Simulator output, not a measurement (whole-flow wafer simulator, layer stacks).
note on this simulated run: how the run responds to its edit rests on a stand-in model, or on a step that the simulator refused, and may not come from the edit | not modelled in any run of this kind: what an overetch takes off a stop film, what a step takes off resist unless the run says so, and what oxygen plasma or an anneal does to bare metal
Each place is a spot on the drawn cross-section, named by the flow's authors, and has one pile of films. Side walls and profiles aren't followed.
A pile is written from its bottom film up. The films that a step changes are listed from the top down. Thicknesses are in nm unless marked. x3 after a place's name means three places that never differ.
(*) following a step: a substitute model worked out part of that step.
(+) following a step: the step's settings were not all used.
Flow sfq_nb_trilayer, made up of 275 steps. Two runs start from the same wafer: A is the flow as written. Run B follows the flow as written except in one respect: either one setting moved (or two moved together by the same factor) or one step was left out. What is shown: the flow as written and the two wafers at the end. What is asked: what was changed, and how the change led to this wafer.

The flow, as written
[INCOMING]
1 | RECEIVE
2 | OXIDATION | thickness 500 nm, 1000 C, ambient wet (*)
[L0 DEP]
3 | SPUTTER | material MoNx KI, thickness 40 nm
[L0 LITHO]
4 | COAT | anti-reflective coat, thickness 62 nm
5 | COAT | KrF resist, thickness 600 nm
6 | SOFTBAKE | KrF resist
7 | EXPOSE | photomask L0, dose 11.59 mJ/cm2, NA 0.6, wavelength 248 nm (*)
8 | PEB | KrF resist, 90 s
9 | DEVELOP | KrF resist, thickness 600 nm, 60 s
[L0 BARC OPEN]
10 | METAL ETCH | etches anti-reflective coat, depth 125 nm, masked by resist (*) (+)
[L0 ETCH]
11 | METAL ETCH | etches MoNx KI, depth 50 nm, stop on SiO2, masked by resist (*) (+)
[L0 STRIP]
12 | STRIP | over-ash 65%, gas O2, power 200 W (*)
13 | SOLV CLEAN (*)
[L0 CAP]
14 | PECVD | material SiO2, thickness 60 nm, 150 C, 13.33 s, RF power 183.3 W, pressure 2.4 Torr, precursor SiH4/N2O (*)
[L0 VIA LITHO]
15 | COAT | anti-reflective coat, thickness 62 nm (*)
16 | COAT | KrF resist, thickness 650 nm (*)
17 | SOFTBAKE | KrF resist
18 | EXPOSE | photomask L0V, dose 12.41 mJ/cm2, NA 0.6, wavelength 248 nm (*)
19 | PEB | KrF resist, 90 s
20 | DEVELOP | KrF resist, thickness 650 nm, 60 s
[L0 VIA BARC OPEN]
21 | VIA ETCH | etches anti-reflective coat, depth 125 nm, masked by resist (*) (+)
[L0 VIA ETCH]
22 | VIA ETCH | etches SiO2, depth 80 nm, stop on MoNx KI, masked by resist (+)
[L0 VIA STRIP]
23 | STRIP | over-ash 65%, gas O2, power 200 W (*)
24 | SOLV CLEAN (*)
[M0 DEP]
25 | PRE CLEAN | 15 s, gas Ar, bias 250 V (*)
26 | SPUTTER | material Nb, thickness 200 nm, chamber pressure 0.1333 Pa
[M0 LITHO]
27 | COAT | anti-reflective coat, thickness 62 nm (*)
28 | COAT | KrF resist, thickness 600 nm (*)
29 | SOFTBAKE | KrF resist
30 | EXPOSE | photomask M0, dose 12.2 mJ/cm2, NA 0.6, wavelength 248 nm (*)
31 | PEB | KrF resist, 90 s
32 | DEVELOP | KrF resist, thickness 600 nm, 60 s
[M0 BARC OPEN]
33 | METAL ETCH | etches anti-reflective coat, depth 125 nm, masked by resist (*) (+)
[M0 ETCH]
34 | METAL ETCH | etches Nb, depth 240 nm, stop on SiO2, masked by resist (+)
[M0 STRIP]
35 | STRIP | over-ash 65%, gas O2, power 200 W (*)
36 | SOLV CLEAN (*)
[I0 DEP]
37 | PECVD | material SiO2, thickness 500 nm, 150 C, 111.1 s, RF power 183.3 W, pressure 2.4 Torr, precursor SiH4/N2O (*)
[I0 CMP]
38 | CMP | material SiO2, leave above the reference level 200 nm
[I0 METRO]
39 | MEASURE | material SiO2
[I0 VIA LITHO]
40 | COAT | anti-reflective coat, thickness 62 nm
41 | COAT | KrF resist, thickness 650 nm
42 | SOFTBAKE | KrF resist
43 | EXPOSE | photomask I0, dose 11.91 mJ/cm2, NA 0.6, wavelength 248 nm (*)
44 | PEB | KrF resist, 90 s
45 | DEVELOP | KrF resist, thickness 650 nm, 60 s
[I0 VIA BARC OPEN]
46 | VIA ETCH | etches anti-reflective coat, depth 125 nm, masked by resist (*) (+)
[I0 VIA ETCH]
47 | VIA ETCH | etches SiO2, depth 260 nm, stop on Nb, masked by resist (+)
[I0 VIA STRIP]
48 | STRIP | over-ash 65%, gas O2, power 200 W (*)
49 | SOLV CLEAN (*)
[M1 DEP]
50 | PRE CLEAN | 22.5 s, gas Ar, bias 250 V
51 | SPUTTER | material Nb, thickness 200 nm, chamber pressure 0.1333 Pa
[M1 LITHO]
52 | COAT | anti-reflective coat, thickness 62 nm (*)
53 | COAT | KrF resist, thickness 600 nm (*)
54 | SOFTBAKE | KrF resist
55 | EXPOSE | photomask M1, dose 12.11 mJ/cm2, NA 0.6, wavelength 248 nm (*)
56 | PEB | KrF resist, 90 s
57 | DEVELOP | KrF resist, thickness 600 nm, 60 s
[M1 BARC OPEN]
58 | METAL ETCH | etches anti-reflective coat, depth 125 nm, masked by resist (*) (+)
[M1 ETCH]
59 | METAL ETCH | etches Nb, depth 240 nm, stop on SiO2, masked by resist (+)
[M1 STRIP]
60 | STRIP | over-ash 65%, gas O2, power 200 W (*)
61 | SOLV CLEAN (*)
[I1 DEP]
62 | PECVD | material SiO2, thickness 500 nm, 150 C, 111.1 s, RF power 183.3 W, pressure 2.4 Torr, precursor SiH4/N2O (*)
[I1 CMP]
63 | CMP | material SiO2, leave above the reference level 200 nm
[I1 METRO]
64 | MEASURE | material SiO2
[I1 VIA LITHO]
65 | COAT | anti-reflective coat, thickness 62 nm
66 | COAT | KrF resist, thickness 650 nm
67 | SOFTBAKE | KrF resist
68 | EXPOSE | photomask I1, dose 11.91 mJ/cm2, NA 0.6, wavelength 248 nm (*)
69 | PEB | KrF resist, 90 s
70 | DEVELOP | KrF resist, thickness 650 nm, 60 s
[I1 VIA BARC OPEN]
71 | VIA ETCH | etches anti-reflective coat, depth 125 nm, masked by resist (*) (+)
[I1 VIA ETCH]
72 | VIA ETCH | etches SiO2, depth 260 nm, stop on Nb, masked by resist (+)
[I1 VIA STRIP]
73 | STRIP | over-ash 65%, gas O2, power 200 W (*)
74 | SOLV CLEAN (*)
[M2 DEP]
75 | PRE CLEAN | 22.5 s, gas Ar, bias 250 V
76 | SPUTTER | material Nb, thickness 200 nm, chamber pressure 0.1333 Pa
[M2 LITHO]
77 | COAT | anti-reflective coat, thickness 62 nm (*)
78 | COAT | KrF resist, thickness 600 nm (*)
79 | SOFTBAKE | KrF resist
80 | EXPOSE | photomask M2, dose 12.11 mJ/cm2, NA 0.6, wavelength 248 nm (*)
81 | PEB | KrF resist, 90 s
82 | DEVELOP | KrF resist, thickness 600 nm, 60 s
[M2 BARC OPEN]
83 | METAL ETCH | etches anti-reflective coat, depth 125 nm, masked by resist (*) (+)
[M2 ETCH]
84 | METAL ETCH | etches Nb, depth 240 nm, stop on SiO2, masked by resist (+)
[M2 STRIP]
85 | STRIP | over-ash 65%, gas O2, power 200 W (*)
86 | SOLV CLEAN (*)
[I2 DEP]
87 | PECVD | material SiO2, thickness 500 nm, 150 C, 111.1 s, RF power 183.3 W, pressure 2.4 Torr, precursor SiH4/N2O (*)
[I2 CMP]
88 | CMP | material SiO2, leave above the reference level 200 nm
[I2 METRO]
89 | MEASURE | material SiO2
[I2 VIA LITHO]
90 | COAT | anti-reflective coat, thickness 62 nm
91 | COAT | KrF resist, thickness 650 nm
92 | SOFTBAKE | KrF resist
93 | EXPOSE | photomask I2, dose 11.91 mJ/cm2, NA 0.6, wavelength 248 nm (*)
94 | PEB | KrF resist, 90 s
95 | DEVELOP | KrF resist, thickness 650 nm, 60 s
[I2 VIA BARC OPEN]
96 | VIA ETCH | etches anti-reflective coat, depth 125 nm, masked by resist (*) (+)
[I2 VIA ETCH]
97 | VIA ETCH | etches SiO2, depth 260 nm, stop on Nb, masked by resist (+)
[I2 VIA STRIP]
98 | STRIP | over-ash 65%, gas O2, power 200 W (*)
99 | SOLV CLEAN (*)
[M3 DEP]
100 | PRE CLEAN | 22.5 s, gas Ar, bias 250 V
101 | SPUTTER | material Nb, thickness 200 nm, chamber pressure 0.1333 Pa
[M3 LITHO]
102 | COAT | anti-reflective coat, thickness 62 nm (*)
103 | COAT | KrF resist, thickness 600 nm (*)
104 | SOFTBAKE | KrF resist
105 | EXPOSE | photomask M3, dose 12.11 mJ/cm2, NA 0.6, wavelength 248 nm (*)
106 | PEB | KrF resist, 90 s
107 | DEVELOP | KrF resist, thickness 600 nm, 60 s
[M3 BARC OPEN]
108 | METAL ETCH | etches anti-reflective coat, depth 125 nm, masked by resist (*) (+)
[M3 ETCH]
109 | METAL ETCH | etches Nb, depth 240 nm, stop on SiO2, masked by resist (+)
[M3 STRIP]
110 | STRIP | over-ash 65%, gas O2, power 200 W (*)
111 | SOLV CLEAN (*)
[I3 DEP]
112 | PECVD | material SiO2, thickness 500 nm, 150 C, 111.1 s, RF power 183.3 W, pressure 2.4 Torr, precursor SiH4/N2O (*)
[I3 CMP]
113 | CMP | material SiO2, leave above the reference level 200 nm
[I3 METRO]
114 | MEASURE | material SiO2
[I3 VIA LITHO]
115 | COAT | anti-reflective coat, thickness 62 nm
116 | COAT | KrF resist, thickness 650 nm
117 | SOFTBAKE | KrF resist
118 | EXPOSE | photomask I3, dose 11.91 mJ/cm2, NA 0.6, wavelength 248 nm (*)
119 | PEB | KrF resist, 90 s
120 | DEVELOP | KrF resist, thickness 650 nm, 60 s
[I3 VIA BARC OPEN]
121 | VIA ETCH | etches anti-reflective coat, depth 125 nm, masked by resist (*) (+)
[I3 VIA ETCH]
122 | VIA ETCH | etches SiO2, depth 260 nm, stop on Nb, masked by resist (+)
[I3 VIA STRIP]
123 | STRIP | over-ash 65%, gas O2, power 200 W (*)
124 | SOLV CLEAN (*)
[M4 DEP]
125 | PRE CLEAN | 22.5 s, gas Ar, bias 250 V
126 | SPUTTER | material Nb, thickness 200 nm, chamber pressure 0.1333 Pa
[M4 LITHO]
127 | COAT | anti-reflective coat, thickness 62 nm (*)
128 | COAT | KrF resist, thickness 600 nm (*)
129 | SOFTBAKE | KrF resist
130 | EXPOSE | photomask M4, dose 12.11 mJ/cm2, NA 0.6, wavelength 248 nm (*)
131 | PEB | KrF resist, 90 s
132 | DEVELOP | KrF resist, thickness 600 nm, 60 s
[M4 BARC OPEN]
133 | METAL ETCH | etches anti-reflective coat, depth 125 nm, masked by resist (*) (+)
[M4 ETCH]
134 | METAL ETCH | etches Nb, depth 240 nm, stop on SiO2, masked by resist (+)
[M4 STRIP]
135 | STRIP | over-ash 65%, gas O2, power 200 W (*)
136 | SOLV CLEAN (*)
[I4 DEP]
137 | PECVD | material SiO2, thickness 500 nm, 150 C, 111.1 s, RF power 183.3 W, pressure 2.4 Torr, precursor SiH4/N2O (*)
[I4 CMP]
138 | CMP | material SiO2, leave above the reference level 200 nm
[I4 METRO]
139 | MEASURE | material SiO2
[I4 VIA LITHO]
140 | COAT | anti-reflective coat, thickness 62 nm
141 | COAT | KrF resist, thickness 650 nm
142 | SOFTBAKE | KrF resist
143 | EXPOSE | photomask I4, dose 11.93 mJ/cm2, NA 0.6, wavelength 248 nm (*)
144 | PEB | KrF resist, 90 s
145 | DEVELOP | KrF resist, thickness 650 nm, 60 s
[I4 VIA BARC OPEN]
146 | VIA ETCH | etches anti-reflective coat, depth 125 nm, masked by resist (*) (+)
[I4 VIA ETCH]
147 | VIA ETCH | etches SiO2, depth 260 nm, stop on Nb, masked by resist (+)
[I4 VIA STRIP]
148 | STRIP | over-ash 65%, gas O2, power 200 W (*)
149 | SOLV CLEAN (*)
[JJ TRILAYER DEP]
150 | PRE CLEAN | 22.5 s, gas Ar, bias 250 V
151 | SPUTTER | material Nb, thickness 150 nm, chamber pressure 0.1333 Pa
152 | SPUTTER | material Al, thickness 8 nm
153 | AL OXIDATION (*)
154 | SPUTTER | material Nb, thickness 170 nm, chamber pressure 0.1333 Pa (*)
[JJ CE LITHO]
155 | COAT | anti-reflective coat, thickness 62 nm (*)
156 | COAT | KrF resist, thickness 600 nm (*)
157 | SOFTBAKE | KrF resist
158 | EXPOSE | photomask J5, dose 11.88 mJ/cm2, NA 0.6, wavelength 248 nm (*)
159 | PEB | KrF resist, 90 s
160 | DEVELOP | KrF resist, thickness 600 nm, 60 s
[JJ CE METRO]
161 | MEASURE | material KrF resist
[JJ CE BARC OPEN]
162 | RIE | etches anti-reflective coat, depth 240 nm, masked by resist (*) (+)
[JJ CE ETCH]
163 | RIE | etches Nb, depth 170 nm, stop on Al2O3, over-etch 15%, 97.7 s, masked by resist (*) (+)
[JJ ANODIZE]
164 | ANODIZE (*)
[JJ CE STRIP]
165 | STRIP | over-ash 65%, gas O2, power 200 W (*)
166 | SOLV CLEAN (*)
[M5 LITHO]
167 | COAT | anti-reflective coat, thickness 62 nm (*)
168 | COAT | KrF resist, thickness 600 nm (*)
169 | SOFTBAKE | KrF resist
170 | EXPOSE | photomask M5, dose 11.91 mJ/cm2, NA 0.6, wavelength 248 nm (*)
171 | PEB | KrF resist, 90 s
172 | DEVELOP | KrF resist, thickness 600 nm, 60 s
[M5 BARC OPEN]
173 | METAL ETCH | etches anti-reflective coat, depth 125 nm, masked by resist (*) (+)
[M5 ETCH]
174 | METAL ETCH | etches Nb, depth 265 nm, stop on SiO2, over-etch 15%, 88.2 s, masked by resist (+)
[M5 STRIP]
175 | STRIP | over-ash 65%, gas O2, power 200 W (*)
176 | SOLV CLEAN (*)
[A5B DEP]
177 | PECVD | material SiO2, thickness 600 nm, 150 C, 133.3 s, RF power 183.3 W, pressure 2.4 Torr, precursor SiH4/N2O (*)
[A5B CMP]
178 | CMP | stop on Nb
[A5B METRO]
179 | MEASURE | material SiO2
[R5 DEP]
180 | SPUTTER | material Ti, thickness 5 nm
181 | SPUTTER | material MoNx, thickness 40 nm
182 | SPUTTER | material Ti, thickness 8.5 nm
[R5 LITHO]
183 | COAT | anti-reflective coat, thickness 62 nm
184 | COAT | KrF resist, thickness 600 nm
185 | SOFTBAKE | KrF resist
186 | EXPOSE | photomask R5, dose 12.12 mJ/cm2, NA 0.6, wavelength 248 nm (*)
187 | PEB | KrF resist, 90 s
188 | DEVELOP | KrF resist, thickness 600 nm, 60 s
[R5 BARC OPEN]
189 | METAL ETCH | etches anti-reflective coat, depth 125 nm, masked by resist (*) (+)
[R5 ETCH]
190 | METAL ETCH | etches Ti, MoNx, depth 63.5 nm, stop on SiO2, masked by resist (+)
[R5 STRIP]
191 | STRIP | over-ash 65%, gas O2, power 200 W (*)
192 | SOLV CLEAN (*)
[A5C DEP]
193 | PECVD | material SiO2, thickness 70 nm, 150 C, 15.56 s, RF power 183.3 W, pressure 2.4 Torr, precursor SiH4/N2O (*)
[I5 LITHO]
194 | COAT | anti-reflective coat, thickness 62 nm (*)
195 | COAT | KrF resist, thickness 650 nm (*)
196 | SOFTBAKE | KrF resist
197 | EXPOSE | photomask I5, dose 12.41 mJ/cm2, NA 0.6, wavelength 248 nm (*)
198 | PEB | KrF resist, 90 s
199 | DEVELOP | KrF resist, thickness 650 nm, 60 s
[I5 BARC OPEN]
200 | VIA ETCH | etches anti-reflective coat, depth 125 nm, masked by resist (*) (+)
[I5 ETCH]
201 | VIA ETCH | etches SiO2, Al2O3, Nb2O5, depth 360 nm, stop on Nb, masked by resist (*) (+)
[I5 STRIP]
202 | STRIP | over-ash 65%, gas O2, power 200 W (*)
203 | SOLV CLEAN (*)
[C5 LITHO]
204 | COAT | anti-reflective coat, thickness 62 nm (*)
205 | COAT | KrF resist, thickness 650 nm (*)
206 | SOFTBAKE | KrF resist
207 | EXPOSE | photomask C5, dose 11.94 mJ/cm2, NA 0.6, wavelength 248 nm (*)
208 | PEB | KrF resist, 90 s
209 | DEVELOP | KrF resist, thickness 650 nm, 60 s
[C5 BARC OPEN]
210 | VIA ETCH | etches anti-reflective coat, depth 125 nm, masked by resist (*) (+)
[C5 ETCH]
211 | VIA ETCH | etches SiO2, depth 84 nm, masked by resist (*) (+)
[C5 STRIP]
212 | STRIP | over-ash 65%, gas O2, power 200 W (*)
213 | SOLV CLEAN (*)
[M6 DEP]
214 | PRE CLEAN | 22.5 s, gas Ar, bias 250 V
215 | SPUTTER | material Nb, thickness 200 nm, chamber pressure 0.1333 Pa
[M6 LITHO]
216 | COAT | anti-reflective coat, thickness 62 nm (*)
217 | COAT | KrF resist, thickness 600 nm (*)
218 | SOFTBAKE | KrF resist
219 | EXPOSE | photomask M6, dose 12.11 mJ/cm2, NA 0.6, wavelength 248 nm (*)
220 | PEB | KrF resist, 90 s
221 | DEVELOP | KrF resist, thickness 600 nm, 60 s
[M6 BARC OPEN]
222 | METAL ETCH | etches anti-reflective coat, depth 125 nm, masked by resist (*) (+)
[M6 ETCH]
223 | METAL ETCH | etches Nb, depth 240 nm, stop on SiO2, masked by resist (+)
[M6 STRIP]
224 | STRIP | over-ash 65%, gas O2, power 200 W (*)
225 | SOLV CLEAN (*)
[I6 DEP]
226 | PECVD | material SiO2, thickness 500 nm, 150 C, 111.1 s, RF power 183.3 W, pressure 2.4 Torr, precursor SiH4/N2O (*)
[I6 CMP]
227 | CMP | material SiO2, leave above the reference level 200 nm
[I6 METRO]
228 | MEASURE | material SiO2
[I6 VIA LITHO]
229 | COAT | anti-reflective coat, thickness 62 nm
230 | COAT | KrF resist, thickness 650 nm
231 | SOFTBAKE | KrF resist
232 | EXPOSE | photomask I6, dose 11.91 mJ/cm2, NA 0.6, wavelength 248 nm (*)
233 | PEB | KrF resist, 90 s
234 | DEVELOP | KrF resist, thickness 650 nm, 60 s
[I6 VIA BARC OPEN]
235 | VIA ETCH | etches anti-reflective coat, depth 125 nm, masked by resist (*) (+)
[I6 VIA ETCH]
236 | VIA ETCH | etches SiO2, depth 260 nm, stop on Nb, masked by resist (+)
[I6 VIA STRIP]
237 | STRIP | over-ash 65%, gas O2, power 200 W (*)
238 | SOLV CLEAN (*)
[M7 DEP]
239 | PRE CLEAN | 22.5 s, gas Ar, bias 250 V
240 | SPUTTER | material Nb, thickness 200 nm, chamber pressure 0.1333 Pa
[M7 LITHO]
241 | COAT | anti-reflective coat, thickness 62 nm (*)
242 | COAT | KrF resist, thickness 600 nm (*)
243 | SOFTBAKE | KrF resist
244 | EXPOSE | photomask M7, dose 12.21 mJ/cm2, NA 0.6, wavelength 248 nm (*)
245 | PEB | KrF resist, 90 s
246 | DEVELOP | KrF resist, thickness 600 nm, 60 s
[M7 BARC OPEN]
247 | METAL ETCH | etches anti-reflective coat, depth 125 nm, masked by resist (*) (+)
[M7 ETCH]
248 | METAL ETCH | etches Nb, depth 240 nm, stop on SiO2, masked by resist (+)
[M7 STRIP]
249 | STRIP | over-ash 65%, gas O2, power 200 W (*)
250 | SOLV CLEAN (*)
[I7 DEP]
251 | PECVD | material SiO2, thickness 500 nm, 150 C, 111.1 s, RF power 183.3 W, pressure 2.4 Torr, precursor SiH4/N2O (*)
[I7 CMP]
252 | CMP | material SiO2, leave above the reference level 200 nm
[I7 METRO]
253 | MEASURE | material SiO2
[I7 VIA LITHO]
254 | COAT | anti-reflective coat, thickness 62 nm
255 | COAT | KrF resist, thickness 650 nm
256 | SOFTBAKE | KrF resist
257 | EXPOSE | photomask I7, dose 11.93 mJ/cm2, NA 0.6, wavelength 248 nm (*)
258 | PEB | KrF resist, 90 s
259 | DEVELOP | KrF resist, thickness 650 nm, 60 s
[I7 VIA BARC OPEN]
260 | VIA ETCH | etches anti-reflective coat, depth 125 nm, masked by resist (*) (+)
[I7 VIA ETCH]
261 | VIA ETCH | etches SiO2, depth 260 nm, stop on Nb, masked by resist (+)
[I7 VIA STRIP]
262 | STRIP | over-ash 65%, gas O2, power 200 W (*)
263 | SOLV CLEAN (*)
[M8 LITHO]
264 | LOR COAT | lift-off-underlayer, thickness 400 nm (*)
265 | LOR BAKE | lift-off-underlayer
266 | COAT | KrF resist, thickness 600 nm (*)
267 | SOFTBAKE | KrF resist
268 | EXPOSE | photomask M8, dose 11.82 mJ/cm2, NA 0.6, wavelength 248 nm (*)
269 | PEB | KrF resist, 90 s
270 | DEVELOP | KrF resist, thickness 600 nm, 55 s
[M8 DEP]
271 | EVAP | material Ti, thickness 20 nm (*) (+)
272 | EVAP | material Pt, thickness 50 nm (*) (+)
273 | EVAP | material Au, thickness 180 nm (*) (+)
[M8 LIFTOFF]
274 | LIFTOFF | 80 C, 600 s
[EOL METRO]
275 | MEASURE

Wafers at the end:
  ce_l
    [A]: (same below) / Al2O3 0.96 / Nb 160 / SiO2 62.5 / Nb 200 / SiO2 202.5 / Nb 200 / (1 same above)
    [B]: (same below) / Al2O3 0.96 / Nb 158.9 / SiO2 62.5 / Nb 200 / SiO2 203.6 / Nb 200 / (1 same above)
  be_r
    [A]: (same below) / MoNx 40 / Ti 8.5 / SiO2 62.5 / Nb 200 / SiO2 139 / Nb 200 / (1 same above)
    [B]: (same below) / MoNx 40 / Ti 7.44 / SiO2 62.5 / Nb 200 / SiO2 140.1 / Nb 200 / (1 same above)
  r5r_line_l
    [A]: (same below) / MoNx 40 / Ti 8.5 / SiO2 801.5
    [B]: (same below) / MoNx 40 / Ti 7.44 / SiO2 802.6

What caused this: step 182, SPUTTER: thickness 7.44 nm was run, whereas the flow has thickness 8.5 nm.
The wafer lets one read it off: be_r has Ti 7.44, and step 182 as written asks for 8.5 nm.

Step by step, how the change led to this:
  182 | SPUTTER | material Ti, thickness 8.5 nm
      field_l, v_sur, via_wl and 103 more: A Ti gains 8.5 (new film) | B Ti gains 7.44 (new film)
  190 | METAL ETCH | etches Ti, MoNx, depth 63.5 nm, stop on SiO2, masked by resist (+)
      field_l, v_sur, via_wl and 92 more: A Ti loses 8.5 (all of it), MoNx loses 40 (all of it), Ti loses 5 (all of it) | B Ti loses 7.44 (all of it), MoNx loses 40 (all of it), Ti loses 5 (all of it)
      ce_l, c5j, ce_r, wl_jj: A Ti loses 8.5 (all of it), MoNx loses 40 (all of it), Ti loses 5 (all of it), Nb loses 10 | B Ti loses 7.44 (all of it), MoNx loses 40 (all of it), Ti loses 5 (all of it), Nb loses 11.1
